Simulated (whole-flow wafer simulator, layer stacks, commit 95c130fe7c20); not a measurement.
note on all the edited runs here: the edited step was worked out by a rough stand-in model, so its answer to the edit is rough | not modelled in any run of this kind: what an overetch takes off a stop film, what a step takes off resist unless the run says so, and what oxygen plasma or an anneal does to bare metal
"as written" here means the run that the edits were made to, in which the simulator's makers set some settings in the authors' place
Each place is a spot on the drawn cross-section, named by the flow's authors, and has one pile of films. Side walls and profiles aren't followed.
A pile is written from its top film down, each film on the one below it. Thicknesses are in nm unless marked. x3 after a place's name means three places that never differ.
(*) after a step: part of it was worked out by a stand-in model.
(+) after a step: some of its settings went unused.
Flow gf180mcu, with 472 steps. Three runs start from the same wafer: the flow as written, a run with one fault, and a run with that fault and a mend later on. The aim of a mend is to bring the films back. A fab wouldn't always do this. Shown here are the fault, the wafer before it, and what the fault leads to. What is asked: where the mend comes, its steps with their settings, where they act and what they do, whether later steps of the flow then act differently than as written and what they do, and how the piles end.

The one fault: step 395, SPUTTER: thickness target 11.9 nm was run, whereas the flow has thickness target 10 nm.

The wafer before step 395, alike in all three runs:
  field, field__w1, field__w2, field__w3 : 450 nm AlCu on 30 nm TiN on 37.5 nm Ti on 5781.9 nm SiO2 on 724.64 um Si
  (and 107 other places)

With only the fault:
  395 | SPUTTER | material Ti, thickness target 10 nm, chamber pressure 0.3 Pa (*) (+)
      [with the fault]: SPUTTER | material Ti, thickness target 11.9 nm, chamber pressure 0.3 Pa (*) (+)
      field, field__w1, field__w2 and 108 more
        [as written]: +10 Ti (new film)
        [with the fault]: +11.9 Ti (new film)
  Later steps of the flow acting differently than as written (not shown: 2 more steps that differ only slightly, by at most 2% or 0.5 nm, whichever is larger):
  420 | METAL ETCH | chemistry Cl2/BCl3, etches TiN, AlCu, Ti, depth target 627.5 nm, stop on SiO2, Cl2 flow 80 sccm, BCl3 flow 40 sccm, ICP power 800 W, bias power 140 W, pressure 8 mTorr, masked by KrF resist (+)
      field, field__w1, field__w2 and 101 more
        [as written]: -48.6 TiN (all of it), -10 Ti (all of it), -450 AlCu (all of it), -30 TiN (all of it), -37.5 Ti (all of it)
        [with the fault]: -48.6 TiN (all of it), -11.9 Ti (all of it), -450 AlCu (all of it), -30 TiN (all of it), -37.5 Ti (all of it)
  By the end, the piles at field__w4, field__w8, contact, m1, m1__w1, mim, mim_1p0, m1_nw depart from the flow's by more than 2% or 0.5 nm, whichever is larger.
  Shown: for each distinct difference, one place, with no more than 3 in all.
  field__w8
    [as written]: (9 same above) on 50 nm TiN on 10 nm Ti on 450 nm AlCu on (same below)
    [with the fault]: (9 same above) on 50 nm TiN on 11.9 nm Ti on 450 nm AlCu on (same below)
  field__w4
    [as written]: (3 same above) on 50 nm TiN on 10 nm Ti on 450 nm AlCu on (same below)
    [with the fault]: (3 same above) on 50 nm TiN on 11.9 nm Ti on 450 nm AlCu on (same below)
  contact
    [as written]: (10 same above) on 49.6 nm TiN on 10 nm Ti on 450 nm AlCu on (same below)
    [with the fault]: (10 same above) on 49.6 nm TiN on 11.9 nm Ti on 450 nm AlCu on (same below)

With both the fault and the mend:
  After step 395 comes the mend.
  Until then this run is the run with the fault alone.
  395a | METAL ETCH | chemistry Cl2/BCl3, etches TiN, AlCu, Ti, depth target 1.9 nm, Cl2 flow 80 sccm, BCl3 flow 40 sccm, ICP power 800 W, bias power 140 W, pressure 8 mTorr (a further turn of the flow's step 260, with different settings)
      field, field__w1, field__w2 and 108 more
        -1.9 Ti
  Every later step of the flow that is run acts as written at every place that is followed.
  The piles end the same as the flow's at every place that both follow.
